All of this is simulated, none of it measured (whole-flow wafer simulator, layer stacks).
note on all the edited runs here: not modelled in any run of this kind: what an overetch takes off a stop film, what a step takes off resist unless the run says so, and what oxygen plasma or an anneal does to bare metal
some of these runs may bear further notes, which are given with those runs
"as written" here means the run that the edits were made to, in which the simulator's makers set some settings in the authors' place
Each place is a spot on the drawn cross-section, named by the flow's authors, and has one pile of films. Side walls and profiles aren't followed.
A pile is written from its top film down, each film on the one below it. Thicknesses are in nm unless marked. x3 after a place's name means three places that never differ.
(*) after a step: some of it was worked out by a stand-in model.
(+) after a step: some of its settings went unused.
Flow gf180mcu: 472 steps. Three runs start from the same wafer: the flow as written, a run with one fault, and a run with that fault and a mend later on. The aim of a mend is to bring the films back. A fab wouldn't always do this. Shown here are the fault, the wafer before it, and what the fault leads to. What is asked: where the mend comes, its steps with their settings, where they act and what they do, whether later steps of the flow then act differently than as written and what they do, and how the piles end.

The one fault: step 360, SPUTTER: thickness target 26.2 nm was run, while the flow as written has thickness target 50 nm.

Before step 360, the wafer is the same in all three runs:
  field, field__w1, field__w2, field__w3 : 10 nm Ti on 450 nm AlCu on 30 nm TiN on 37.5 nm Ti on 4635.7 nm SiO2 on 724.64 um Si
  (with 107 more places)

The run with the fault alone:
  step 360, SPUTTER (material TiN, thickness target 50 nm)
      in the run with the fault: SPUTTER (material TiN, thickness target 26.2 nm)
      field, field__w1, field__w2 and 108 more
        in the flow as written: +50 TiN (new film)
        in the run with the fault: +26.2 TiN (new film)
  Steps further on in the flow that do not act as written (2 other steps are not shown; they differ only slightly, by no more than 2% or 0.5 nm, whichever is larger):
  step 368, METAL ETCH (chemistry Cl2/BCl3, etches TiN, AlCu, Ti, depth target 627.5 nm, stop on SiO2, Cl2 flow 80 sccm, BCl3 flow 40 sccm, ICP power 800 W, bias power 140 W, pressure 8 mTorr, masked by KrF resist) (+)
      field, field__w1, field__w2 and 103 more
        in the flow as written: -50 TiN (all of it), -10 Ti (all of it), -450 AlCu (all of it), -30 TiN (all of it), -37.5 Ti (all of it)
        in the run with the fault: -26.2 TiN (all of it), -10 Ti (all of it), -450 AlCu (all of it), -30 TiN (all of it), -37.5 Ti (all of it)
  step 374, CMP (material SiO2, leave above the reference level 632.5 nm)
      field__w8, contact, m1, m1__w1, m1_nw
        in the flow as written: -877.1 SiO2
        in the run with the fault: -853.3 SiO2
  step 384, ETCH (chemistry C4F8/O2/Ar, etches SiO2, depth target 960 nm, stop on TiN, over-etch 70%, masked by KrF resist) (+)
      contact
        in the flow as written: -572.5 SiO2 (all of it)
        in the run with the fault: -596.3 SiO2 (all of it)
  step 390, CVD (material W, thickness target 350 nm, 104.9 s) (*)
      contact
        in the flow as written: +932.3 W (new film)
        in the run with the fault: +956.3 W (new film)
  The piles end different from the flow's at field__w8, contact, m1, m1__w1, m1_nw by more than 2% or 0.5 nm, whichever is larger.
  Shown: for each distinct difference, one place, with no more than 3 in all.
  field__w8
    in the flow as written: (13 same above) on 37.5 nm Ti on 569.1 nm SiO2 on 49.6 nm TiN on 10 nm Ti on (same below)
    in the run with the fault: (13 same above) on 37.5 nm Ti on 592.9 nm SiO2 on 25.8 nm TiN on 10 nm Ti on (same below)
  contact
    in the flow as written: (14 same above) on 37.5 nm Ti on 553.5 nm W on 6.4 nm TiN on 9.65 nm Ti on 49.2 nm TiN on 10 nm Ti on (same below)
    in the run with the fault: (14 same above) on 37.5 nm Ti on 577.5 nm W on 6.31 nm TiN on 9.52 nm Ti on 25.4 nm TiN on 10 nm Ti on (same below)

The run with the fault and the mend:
  After step 367 comes the mend.
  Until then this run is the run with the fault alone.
  step 367a, STRIP (chemistry O2/N2, power 2160 W, pressure 1700 mTorr) (*)
      field__w8, contact, m1, m1__w1, m1_nw
        -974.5 KrF resist (all of it)
  step 367b, SPUTTER (material TiN, thickness target 23.8 nm) (a further turn of the flow's step 360, with different settings)
      field, field__w1, field__w2 and 108 more
        +23.8 TiN
  step 367c, HMDS (120 C, 60 s) (a further turn of the flow's step 362)
      does not change any film at any place that is followed
  step 367d, COAT (KrF resist, thickness 1000 nm) (a further turn of the flow's step 363)
      field, field__w1, field__w2 and 108 more
        +1000 KrF resist (new film)
  step 367e, SOFTBAKE (KrF resist) (a further turn of the flow's step 364)
      does not change any film at any place that is followed
  step 367f, EXPOSE (photomask Metal4) (a further turn of the flow's step 365)
      does not change any film at any place that is followed
  step 367g, PEB (KrF resist, 135 C, 90 s) (a further turn of the flow's step 366)
      field, field__w1, field__w2 and 108 more
        -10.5 KrF resist
  step 367h, DEVELOP (thickness 1000 nm, 60 s) (a further turn of the flow's step 367)
      field, field__w1, field__w2 and 103 more
        -989.5 KrF resist (all of it)
      field__w8, contact, m1, m1__w1, m1_nw
        -14.9 KrF resist
  None of the later steps of the flow acts differently than as written at any place that is followed.
  The piles end the same as the flow's at every place that both follow.
